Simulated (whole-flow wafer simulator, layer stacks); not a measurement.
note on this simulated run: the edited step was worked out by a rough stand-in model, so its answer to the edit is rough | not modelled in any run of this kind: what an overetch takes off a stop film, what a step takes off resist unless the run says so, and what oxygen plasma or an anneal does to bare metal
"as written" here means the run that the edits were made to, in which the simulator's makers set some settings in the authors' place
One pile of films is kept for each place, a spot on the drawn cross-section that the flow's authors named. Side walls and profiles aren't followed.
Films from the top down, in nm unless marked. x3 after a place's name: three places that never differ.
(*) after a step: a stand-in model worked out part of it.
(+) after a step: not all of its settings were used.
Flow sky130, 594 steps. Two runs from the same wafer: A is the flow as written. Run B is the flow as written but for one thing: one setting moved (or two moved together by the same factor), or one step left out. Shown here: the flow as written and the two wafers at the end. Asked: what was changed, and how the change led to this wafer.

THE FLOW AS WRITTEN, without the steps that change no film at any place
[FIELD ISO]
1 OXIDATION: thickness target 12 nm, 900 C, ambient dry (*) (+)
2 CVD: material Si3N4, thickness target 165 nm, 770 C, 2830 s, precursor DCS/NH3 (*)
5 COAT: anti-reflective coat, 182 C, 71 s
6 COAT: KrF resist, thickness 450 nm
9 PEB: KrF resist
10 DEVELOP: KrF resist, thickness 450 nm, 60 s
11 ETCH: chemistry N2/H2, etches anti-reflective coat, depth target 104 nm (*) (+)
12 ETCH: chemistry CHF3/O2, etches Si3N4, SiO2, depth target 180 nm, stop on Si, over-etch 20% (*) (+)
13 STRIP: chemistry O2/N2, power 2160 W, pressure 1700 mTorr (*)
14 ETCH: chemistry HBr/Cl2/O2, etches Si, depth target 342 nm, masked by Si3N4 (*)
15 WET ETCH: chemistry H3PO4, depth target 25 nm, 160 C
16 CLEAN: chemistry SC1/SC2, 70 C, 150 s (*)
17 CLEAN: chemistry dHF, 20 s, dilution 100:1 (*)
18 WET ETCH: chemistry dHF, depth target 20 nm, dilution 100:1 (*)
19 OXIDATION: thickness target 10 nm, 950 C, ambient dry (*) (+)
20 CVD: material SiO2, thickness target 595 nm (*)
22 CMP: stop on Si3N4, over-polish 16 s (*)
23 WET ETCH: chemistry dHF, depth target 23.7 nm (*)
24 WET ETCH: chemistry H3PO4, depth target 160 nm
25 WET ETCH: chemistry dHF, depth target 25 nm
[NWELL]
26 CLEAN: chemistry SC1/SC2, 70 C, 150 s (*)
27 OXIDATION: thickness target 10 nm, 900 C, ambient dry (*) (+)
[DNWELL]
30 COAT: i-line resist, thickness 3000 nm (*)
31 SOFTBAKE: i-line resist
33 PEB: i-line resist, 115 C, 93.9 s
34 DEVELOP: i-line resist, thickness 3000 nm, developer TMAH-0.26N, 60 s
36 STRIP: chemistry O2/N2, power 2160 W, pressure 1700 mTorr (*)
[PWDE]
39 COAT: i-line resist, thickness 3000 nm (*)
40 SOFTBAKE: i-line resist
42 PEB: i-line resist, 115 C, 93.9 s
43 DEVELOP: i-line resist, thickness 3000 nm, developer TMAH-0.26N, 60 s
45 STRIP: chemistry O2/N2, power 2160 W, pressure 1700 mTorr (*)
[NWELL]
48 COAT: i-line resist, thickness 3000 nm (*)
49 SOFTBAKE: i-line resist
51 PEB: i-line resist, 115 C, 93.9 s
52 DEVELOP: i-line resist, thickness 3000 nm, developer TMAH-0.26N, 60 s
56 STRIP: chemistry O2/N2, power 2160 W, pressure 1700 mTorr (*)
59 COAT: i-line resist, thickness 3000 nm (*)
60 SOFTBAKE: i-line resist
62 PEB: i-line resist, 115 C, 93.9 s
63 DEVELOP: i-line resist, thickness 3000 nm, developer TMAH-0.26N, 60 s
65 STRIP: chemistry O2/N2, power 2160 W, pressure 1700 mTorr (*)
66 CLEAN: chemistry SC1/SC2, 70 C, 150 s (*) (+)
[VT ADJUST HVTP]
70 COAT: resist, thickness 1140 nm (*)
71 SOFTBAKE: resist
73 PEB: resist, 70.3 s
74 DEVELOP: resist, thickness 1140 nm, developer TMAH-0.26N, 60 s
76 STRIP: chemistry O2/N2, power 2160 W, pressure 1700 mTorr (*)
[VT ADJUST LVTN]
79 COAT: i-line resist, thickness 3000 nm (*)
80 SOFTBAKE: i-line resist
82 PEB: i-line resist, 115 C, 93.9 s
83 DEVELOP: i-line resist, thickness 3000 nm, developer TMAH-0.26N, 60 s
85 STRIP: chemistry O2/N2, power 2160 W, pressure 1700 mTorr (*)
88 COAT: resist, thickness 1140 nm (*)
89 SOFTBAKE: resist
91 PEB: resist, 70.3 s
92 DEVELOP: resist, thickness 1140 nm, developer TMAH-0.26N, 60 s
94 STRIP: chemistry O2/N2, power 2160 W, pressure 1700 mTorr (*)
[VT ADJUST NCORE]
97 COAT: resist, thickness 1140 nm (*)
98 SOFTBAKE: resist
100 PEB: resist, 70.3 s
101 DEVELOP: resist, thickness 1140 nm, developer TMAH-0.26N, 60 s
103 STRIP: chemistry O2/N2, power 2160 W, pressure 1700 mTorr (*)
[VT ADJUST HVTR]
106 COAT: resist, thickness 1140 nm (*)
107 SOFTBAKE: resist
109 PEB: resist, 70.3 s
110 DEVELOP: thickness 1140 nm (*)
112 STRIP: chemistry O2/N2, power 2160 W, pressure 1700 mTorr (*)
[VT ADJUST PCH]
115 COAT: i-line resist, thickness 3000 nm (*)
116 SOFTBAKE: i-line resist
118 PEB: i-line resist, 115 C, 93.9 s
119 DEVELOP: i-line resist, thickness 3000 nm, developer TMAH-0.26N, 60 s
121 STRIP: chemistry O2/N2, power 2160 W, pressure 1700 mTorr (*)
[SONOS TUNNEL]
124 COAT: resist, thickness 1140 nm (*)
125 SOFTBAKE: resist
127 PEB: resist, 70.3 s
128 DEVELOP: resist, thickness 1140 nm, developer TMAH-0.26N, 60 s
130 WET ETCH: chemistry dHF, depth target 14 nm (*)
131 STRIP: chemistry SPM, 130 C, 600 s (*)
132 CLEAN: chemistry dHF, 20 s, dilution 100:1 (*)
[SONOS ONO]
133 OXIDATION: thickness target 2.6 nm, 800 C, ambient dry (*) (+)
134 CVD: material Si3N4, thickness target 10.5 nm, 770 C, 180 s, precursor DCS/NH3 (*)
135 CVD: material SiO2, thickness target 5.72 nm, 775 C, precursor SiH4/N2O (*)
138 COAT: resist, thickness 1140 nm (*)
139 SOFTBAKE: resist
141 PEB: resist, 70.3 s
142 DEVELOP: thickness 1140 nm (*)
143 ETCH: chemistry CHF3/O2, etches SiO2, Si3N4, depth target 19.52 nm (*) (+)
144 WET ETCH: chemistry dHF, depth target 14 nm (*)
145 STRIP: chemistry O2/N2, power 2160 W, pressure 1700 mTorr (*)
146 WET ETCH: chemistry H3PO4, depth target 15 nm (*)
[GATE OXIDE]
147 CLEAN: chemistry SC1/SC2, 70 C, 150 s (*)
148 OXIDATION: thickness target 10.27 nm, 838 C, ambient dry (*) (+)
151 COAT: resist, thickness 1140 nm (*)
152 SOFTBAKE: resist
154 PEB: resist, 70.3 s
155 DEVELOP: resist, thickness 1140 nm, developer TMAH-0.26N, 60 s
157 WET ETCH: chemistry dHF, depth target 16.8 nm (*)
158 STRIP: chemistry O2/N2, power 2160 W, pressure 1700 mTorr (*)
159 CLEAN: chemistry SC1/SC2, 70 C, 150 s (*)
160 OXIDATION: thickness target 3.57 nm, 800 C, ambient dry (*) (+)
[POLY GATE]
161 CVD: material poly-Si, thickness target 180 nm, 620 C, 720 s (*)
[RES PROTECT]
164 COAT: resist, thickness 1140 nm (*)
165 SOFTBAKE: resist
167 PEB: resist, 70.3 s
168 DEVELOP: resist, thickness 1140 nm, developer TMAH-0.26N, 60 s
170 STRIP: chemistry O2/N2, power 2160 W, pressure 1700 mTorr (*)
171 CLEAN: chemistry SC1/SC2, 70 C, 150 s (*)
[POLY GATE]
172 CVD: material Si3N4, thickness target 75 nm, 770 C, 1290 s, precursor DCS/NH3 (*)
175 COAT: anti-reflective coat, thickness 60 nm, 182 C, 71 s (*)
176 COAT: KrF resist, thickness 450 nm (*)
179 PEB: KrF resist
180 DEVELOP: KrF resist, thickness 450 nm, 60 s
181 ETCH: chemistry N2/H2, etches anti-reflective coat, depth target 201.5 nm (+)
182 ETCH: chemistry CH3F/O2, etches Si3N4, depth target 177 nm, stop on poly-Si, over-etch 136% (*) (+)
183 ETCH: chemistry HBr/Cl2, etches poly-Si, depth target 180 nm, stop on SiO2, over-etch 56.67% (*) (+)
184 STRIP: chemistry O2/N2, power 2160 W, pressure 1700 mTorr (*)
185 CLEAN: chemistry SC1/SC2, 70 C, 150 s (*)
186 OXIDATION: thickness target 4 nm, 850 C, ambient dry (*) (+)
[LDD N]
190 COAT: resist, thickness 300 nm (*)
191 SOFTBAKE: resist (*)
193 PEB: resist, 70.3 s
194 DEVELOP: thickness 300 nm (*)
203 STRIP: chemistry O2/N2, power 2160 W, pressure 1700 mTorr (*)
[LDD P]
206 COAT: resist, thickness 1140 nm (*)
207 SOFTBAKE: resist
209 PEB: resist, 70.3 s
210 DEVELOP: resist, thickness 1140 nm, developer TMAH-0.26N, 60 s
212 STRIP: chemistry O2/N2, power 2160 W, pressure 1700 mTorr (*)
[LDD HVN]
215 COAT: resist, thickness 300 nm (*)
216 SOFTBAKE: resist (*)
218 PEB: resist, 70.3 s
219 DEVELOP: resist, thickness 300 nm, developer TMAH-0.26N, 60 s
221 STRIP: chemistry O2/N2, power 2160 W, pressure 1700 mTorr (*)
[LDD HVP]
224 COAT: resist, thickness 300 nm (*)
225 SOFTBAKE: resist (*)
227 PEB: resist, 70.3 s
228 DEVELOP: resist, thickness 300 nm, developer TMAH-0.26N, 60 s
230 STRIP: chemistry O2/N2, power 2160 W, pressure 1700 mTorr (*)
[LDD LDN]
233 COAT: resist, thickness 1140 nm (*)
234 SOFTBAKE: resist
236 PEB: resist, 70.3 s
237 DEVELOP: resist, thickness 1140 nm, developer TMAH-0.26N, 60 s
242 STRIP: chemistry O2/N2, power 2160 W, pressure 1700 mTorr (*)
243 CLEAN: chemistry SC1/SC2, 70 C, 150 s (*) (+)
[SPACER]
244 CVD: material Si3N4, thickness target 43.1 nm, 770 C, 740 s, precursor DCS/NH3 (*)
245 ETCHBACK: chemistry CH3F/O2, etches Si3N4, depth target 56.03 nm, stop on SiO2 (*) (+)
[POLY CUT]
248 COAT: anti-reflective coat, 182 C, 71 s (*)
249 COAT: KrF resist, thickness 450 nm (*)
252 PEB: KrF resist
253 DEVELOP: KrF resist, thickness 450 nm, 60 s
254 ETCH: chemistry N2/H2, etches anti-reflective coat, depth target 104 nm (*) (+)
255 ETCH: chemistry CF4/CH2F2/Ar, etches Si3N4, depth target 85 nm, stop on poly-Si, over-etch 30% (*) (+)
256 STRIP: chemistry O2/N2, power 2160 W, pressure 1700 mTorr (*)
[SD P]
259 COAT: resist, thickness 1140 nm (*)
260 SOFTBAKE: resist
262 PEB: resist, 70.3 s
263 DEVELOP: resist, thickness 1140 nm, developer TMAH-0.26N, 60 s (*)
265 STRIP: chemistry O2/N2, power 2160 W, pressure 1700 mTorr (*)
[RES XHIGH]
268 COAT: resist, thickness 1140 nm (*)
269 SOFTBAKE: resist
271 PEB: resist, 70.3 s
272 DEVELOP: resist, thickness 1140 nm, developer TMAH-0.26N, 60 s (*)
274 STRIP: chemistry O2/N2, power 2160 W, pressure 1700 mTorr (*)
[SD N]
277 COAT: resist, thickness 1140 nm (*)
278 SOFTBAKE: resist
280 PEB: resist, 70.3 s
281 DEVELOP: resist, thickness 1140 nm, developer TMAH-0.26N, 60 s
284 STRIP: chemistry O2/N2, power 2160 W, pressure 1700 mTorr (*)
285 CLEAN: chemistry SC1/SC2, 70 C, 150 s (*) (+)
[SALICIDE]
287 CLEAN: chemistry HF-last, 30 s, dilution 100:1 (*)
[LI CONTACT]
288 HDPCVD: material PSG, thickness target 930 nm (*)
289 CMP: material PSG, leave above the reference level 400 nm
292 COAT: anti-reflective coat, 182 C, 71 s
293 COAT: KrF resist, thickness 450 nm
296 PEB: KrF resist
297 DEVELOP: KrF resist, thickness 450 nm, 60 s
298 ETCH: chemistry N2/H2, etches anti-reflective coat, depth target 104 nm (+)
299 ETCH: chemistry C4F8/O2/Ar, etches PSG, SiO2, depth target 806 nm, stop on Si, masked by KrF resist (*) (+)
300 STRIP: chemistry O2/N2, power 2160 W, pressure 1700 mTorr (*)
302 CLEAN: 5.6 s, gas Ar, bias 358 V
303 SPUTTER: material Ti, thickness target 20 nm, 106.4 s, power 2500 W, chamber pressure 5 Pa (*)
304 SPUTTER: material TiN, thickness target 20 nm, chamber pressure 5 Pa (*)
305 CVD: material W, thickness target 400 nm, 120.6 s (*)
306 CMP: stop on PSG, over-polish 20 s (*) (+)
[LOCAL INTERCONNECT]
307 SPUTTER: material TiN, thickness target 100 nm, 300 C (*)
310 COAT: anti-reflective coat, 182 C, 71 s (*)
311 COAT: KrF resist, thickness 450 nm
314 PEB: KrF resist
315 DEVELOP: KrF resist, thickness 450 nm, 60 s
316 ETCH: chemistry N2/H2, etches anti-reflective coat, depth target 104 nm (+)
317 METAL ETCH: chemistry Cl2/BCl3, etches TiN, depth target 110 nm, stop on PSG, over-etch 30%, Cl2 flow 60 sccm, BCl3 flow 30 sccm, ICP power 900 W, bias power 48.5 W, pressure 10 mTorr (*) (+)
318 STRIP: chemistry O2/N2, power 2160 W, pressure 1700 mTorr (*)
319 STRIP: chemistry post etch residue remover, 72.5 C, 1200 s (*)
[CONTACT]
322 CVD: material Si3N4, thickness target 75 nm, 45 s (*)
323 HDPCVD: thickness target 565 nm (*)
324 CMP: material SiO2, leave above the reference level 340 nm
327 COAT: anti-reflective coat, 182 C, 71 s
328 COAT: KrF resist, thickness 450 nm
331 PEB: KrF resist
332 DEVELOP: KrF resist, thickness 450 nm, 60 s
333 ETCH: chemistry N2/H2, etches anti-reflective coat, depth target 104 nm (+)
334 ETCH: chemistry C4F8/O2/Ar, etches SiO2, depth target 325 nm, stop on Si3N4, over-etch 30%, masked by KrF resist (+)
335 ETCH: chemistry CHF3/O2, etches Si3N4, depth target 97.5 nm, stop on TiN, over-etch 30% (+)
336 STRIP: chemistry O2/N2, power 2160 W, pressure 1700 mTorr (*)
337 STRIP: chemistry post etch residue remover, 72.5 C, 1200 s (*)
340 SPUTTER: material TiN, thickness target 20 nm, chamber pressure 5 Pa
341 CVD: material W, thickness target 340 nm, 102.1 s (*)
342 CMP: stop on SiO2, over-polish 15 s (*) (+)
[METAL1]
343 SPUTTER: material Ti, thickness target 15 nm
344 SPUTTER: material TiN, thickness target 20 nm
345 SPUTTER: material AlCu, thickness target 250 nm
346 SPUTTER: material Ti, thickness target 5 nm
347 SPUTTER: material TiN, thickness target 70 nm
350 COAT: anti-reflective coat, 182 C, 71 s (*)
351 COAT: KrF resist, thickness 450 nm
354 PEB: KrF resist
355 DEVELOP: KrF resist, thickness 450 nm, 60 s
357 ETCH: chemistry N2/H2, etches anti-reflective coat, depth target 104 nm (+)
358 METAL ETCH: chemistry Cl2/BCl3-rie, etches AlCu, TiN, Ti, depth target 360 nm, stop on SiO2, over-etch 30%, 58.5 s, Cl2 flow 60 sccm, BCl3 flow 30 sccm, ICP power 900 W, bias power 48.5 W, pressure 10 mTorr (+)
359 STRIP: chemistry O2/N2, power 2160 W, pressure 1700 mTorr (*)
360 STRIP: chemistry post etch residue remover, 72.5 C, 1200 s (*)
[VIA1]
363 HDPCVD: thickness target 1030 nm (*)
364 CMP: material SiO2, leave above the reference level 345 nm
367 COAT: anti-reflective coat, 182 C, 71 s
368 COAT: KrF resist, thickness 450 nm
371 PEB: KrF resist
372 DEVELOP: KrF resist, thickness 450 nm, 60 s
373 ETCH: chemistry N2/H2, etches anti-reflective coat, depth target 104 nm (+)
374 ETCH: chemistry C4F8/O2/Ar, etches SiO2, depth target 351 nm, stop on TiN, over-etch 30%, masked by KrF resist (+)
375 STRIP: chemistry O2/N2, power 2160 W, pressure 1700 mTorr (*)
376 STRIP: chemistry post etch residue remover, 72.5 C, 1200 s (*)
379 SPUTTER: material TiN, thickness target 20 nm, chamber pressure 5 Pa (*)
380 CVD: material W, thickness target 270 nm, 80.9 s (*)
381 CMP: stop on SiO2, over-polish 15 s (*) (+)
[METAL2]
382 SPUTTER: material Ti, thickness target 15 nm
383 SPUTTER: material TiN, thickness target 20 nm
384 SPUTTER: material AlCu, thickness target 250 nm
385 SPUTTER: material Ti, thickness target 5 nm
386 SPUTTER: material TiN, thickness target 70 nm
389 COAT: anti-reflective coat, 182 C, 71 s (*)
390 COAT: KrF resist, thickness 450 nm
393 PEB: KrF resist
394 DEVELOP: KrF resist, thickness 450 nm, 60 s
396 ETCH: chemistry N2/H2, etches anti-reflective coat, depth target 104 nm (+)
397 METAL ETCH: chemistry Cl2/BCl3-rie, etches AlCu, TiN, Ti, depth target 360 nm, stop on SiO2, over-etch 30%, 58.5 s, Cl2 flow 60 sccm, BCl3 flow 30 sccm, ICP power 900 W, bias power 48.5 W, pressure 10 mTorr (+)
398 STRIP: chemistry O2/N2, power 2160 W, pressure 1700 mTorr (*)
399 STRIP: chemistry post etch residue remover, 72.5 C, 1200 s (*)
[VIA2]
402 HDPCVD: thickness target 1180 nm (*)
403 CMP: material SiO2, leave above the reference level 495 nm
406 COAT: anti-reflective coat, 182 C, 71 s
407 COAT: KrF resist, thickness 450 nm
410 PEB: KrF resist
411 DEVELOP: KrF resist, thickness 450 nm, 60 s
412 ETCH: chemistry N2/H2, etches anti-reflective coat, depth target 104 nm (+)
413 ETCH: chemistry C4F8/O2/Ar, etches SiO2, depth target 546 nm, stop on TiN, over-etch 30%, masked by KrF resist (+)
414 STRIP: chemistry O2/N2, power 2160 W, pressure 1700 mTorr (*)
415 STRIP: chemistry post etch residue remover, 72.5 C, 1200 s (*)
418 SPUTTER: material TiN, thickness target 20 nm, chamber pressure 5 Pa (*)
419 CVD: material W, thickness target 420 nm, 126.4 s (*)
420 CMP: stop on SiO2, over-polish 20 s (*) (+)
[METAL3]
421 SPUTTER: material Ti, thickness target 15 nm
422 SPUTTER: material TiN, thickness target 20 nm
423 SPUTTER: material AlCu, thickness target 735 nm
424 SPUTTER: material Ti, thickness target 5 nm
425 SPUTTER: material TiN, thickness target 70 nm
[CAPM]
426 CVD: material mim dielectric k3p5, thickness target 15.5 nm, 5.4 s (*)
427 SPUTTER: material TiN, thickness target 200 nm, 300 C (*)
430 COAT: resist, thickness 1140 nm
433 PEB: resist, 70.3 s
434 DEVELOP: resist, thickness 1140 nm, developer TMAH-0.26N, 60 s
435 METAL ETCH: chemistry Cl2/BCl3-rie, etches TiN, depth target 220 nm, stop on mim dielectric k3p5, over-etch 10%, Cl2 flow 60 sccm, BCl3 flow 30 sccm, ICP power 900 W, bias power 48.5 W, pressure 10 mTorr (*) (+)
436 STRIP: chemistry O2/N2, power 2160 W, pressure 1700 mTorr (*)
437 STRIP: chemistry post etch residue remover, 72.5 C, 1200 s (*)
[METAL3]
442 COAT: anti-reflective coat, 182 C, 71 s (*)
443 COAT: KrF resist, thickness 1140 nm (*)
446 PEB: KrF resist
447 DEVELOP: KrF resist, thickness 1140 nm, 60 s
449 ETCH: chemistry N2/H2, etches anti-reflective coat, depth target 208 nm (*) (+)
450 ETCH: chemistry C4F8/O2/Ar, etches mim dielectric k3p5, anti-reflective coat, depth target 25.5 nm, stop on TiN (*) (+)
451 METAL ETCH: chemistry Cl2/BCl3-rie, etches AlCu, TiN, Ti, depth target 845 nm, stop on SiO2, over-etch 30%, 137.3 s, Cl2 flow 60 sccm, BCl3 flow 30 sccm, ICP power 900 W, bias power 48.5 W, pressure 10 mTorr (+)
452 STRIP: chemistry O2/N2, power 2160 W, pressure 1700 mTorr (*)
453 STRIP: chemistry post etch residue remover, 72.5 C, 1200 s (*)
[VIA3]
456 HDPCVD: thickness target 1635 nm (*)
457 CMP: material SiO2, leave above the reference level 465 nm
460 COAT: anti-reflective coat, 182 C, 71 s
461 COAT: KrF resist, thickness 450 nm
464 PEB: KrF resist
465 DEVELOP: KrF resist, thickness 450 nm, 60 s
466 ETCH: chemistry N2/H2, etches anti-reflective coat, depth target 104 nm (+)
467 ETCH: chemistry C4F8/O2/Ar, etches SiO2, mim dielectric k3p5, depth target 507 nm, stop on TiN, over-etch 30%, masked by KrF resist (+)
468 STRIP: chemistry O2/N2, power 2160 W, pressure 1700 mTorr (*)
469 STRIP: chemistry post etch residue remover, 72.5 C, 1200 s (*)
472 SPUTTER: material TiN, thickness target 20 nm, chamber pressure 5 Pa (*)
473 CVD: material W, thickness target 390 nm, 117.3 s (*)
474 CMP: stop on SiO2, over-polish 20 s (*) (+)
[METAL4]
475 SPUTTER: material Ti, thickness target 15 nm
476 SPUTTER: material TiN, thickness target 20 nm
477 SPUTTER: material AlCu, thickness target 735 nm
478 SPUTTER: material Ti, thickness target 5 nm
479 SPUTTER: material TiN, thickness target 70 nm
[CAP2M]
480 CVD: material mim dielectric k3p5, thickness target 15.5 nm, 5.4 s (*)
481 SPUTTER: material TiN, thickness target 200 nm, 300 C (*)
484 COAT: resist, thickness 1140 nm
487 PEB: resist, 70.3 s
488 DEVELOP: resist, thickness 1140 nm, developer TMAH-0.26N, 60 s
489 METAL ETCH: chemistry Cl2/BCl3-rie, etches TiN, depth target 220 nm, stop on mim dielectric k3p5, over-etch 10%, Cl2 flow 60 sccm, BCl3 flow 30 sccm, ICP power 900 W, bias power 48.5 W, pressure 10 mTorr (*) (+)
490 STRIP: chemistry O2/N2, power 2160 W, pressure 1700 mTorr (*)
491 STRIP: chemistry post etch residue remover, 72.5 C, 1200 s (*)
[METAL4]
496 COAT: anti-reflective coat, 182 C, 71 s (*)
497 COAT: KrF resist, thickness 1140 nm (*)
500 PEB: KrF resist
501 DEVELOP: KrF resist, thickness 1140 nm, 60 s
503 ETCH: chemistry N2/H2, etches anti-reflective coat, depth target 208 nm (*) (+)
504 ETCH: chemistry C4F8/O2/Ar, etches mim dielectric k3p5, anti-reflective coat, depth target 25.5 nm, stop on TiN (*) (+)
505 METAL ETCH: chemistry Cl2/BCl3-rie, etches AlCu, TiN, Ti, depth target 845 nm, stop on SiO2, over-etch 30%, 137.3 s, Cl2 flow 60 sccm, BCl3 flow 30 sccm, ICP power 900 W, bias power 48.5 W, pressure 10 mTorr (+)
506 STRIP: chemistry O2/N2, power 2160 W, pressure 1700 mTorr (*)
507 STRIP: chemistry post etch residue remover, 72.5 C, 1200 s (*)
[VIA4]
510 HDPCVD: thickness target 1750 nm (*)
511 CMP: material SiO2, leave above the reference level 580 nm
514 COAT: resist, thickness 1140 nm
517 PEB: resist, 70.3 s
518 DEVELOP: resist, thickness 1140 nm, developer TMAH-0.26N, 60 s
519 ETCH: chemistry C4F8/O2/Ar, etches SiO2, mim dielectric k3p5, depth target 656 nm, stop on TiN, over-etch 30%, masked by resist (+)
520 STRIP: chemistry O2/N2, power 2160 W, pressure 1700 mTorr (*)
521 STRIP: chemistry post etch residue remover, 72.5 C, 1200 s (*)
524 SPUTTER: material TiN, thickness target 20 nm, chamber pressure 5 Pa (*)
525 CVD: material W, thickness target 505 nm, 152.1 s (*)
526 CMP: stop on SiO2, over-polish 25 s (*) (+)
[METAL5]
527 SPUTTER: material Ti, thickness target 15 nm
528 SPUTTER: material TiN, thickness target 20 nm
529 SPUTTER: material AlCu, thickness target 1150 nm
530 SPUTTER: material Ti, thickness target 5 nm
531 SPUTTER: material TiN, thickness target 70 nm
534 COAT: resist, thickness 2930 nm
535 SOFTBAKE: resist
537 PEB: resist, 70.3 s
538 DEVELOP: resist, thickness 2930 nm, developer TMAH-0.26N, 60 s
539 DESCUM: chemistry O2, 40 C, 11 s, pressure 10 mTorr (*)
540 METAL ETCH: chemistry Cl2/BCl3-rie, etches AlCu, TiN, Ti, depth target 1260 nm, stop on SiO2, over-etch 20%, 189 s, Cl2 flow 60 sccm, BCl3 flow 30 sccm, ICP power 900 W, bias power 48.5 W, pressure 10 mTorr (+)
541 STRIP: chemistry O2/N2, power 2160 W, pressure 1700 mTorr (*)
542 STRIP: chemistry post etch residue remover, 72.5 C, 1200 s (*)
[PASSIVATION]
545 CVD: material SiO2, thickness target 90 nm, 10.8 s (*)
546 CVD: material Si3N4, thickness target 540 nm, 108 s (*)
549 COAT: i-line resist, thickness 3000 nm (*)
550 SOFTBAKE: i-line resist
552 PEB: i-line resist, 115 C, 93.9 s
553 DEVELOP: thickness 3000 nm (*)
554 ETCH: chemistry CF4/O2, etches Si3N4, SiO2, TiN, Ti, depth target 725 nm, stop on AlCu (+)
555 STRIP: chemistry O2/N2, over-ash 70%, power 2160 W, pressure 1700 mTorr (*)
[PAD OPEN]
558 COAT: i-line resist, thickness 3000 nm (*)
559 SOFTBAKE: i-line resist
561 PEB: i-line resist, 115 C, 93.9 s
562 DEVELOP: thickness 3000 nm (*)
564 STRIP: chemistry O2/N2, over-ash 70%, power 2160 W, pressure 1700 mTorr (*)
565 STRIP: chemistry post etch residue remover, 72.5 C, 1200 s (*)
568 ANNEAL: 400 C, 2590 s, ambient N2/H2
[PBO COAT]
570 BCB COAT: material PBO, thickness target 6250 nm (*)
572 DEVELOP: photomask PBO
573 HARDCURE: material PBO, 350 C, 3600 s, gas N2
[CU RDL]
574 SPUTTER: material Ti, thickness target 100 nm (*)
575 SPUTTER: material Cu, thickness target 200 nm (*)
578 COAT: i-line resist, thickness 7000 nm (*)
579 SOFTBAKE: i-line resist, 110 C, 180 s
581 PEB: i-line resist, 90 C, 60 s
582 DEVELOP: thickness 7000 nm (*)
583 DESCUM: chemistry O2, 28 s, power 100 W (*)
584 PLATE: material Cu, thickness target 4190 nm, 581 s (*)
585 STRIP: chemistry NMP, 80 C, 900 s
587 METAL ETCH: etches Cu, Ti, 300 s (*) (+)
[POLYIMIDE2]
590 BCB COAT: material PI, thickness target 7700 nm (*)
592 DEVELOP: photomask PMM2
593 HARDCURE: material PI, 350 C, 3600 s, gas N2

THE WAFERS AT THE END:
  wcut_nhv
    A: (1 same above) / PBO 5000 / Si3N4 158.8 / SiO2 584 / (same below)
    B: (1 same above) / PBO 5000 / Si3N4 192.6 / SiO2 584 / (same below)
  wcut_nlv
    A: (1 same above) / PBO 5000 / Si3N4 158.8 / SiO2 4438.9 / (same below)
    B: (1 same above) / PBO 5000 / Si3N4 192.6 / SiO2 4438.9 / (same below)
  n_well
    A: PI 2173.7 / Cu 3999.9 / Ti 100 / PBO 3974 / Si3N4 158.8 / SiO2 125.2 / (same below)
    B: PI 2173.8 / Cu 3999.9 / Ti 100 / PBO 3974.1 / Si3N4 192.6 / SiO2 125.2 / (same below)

The cause: step 546, CVD: thickness target 653 nm was run, where the flow has thickness target 540 nm; step 546, CVD: 131 s was run, where the flow has 108 s.

How the change led to this, step by step:
  546 CVD: material Si3N4, thickness target 540 nm, 108 s (*)
      field, active, n_well and 190 more: A Si3N4 +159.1 (new film) | B Si3N4 +193 (new film)
  550 SOFTBAKE: i-line resist
      gate_p_lvt, iso_guard_hv_nw: A i-line resist +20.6 | B i-line resist +21.6
      active: A i-line resist +12 | B i-line resist +12.7
      (and at 52 more places)
  554 ETCH: chemistry CF4/O2, etches Si3N4, SiO2, TiN, Ti, depth target 725 nm, stop on AlCu (+)
      field, active, n_well and 189 more: A i-line resist -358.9 | B i-line resist -392.7
      pad: A Si3N4 -159.1 (all of it), SiO2 -125.2 (all of it), TiN -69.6 (all of it), Ti -5 (all of it) | B Si3N4 -193 (all of it), SiO2 -125.2 (all of it), TiN -69.6 (all of it), Ti -5 (all of it)
  555 STRIP: chemistry O2/N2, over-ash 70%, power 2160 W, pressure 1700 mTorr (*)
      n_well, p_well, sd_n, sd_p: A i-line resist -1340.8 (all of it) | B i-line resist -1307 (all of it)
      m1: A i-line resist -1364.1 (all of it) | B i-line resist -1331.6 (all of it)
      (and at 7 more places)
  559 SOFTBAKE: i-line resist
      gate_p_lvt, iso_guard_hv_nw: A i-line resist +20.6 | B i-line resist +21.6
      field: A i-line resist +12.5 | B i-line resist +13.3
      (and at 58 more places)
  578 COAT: i-line resist, thickness 7000 nm (*)
      pad: A i-line resist +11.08 um (new film) | B i-line resist +11.12 um (new film)
  579 SOFTBAKE: i-line resist, 110 C, 180 s
      mim: A i-line resist -16.8 | B i-line resist -17.4
      iso_guard__w1: A i-line resist -16.6 | B i-line resist -17.2
      (and at 4 more places)
  582 DEVELOP: thickness 7000 nm (*)
      pad: A i-line resist -11.08 um (all of it) | B i-line resist -11.12 um (all of it)
